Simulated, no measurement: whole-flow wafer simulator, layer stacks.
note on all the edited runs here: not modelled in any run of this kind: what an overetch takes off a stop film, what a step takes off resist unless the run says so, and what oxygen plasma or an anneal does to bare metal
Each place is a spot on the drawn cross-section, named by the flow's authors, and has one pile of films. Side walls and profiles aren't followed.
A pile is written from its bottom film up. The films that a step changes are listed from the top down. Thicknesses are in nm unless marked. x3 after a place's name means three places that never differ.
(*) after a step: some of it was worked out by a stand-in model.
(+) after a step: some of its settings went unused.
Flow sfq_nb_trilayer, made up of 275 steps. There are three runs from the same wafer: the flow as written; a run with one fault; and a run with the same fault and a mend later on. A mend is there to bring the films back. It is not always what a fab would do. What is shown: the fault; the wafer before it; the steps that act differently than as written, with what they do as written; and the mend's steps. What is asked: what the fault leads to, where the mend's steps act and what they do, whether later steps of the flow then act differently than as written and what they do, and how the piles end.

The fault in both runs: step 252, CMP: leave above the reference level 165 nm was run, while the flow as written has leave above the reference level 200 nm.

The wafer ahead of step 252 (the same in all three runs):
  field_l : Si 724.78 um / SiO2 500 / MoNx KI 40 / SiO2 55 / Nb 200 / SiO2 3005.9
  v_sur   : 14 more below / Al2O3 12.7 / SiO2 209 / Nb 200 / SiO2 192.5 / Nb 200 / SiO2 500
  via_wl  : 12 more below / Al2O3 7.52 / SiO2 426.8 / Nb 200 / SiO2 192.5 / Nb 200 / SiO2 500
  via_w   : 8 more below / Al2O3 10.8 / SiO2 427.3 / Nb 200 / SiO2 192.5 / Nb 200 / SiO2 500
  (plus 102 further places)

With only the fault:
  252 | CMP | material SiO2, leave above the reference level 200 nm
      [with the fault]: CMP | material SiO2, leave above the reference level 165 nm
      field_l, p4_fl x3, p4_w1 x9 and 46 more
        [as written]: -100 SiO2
        [with the fault]: -135 SiO2
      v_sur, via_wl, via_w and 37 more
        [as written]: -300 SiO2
        [with the fault]: -335 SiO2
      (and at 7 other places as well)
  Later steps of the flow acting differently than as written (not shown: 4 more steps that differ only slightly, by at most 2% or 0.5 nm, whichever is larger):
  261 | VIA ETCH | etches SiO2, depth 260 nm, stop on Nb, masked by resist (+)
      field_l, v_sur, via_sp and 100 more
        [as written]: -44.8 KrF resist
        [with the fault]: -42.6 KrF resist
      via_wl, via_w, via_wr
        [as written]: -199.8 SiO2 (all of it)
        [with the fault]: -164.8 SiO2 (all of it)
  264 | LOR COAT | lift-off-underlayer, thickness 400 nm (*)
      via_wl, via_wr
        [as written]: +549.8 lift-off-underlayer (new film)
        [with the fault]: +523.6 lift-off-underlayer (new film)
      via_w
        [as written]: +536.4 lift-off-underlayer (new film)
        [with the fault]: +512.5 lift-off-underlayer (new film)
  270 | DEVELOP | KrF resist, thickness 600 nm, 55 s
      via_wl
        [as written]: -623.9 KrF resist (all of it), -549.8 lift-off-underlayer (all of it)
        [with the fault]: -619.5 KrF resist (all of it), -523.6 lift-off-underlayer (all of it)
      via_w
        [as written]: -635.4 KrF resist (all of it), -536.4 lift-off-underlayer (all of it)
        [with the fault]: -629 KrF resist (all of it), -512.5 lift-off-underlayer (all of it)
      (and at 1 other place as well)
  At v_sur, via_sp, via_v and 83 more, the piles at the end differ from the flow's by more than 2% or 0.5 nm, whichever is larger.
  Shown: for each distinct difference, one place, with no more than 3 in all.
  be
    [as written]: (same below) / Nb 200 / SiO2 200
    [with the fault]: (same below) / Nb 200 / SiO2 165
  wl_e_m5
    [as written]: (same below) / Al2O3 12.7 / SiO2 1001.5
    [with the fault]: (same below) / Al2O3 12.7 / SiO2 966.5
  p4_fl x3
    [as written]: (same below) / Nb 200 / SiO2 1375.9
    [with the fault]: (same below) / Nb 200 / SiO2 1340.9

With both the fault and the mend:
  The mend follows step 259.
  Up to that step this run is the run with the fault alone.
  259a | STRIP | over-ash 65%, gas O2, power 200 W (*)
      field_l, v_sur, via_sp and 100 more
        -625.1 KrF resist (all of it), -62 anti-reflective coat (all of it)
      via_wl, via_w, via_wr
        -62 anti-reflective coat (all of it)
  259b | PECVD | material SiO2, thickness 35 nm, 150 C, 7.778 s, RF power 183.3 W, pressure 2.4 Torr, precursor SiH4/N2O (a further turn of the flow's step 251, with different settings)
      field_l, v_sur, via_wl and 103 more
        +35 SiO2
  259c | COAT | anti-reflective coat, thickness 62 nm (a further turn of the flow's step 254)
      field_l, v_sur, via_wl and 103 more
        +62 anti-reflective coat (new film)
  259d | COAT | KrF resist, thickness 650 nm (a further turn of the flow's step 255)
      field_l, v_sur, via_wl and 103 more
        +650 KrF resist (new film)
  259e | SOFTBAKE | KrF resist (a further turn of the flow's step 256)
      alters no film at any place that is followed
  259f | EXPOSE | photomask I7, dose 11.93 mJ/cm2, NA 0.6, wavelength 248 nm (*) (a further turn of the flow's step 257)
      alters no film at any place that is followed
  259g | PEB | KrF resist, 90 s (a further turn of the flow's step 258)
      field_l, v_sur, via_wl and 103 more
        -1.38 KrF resist
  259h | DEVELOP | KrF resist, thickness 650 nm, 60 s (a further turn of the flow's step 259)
      field_l, v_sur, via_sp and 100 more
        -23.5 KrF resist
      via_wl, via_w, via_wr
        -648.6 KrF resist (all of it)
  Every later step of the flow that is run acts as written at every place that is followed.
  By the end, the piles equal the flow's at every place that both follow.
